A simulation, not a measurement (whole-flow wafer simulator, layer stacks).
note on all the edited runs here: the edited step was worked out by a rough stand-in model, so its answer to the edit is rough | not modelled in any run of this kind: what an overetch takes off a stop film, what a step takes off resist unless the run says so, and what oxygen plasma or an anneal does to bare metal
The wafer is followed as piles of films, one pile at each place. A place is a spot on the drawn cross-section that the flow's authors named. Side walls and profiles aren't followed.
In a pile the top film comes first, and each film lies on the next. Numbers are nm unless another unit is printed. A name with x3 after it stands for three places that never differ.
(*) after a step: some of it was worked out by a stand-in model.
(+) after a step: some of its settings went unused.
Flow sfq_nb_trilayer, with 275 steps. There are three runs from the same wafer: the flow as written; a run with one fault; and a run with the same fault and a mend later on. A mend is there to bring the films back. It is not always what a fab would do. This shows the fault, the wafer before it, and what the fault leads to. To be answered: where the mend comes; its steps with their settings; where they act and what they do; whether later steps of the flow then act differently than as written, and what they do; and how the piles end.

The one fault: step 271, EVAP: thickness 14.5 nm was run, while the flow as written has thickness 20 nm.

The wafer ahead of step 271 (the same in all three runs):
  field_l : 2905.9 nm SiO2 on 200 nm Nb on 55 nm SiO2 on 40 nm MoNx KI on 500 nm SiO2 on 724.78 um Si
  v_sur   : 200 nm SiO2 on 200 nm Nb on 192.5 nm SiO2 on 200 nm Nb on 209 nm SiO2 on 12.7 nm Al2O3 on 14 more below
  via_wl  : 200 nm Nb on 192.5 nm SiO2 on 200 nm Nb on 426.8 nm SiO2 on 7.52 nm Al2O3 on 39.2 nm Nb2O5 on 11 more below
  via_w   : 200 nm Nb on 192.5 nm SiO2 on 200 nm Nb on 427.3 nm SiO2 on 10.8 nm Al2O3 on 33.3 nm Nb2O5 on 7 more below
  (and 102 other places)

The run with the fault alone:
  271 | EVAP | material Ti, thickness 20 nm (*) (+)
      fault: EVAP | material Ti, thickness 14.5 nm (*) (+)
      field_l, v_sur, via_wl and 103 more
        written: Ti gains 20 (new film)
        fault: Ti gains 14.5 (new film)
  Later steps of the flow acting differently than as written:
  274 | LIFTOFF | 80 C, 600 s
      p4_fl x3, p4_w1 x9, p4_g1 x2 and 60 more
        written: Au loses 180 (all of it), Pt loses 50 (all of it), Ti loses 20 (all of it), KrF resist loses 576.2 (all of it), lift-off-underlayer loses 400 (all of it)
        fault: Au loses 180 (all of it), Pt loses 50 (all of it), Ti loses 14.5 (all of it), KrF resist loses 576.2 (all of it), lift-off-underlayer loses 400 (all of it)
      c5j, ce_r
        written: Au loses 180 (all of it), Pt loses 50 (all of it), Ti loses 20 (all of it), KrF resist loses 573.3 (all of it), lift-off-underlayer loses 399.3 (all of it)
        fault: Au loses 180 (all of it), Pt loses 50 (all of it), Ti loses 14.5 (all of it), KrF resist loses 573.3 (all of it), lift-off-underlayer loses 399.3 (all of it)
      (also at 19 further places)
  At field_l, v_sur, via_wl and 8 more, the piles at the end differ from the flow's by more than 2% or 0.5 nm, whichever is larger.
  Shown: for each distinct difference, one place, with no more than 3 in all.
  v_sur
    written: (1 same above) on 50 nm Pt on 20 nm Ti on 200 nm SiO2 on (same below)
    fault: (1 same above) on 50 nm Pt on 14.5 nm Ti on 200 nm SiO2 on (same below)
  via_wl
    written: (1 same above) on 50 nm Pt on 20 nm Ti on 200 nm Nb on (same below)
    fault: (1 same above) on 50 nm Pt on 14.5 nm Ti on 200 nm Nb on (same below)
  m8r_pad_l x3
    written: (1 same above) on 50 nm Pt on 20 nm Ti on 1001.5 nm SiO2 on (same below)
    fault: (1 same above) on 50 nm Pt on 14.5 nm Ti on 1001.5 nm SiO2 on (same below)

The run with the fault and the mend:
  The mend follows step 271.
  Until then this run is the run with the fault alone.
  271a | EVAP | material Ti, thickness 5.5 nm (*) (+) (a further turn of the flow's step 271, with different settings)
      field_l, v_sur, via_wl and 103 more
        Ti gains 5.5
  None of the later steps of the flow acts differently than as written at any place that is followed.
  At every place that both follow, the piles at the end match the flow's.
